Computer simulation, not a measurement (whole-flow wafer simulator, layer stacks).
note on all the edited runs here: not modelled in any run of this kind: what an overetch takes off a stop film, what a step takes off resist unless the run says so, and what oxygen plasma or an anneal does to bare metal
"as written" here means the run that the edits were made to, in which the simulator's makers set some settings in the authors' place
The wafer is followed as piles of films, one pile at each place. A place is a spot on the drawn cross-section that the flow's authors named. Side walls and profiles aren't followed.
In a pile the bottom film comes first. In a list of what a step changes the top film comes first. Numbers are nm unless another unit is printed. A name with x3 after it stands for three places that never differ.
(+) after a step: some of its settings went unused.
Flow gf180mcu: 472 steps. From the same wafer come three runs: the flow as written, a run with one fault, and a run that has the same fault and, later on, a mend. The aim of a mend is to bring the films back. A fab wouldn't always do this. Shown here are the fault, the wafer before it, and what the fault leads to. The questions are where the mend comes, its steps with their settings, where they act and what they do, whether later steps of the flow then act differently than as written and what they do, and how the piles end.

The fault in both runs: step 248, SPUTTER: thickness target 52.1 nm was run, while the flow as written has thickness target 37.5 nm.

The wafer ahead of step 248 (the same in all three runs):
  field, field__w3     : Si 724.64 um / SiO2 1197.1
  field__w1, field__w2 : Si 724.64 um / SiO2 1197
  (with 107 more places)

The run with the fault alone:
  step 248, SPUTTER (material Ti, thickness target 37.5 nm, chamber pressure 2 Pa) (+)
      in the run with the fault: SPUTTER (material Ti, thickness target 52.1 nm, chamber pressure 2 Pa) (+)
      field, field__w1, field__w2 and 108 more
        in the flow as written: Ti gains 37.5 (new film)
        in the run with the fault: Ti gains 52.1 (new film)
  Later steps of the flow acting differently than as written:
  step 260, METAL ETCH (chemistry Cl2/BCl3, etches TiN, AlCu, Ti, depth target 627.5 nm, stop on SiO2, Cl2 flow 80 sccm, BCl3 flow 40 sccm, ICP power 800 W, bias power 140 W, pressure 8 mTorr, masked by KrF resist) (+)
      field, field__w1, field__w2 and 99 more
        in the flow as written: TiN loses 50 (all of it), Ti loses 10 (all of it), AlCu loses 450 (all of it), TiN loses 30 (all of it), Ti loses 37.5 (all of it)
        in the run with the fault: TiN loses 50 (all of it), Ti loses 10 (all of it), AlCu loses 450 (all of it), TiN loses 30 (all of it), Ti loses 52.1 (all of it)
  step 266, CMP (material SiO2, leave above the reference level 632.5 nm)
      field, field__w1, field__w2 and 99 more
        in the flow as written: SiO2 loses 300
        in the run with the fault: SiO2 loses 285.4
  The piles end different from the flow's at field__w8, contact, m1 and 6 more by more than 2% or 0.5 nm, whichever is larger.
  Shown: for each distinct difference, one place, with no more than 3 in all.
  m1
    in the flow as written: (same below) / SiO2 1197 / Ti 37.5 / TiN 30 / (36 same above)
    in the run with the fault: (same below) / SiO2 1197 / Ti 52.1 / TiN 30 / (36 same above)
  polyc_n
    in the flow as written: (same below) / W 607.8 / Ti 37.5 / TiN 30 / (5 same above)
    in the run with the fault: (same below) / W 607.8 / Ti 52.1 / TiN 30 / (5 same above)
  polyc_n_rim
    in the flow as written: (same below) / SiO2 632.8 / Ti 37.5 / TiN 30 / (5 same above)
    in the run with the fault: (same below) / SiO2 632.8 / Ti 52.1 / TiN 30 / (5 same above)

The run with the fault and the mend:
  After step 248 comes the mend.
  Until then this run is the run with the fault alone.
  step 248a, METAL ETCH (chemistry Cl2/BCl3, etches TiN, AlCu, Ti, depth target 14.6 nm, Cl2 flow 80 sccm, BCl3 flow 40 sccm, ICP power 800 W, bias power 140 W, pressure 8 mTorr)
      field, field__w1, field__w2 and 108 more
        Ti loses 14.6
  Later steps of the flow that are run all act as written at every place that is followed.
  At every place that both follow, the piles at the end match the flow's.
